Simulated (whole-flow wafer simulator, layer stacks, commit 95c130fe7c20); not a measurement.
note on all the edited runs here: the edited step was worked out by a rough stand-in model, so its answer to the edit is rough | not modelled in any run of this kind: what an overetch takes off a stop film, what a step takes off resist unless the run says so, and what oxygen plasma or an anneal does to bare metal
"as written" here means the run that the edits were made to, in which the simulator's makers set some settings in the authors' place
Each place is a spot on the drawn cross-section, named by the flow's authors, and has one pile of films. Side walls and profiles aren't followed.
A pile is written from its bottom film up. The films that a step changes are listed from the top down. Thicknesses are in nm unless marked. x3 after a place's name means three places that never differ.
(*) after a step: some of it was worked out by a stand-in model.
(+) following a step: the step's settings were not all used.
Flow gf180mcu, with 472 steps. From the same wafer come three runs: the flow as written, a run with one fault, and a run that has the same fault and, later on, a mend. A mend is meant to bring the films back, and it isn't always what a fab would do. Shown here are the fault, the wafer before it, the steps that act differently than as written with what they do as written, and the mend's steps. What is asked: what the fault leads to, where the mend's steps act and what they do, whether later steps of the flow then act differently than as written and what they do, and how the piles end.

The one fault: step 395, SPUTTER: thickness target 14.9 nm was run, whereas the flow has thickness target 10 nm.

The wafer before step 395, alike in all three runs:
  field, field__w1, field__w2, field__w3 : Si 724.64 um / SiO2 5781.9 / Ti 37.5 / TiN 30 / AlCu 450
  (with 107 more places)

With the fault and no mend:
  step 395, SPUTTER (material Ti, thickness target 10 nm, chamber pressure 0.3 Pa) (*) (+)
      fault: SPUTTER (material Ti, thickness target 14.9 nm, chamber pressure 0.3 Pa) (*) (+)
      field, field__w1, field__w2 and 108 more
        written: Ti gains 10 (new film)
        fault: Ti gains 14.9 (new film)
  Steps later in the flow that act otherwise than as written (2 other steps are not shown; they differ only slightly, by no more than 2% or 0.5 nm, whichever is larger):
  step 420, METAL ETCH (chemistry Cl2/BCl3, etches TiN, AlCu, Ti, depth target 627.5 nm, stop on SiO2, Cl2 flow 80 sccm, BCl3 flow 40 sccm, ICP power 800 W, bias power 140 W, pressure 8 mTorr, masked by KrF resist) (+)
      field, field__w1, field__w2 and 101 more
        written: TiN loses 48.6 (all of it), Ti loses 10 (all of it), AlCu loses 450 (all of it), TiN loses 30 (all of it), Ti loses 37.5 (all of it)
        fault: TiN loses 48.6 (all of it), Ti loses 14.9 (all of it), AlCu loses 450 (all of it), TiN loses 30 (all of it), Ti loses 37.5 (all of it)
  At field__w4, field__w8, contact, m1, m1__w1, mim, mim_1p0, m1_nw, the piles at the end differ from the flow's by more than 2% or 0.5 nm, whichever is larger.
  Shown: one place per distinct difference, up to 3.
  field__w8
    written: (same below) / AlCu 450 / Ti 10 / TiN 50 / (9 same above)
    fault: (same below) / AlCu 450 / Ti 14.9 / TiN 50 / (9 same above)
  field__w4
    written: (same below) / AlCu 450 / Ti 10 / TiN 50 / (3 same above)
    fault: (same below) / AlCu 450 / Ti 14.9 / TiN 50 / (3 same above)
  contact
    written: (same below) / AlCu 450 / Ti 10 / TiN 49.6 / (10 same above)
    fault: (same below) / AlCu 450 / Ti 14.9 / TiN 49.6 / (10 same above)

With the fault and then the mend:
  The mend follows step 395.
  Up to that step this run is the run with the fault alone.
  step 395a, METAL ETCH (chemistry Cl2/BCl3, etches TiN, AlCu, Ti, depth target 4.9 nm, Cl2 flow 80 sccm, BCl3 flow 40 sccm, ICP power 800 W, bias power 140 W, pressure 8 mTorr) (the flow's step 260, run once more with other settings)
      field, field__w1, field__w2 and 108 more
        Ti loses 4.9
  Later steps of the flow that are run all act as written at every place that is followed.
  By the end, the piles equal the flow's at every place that both follow.
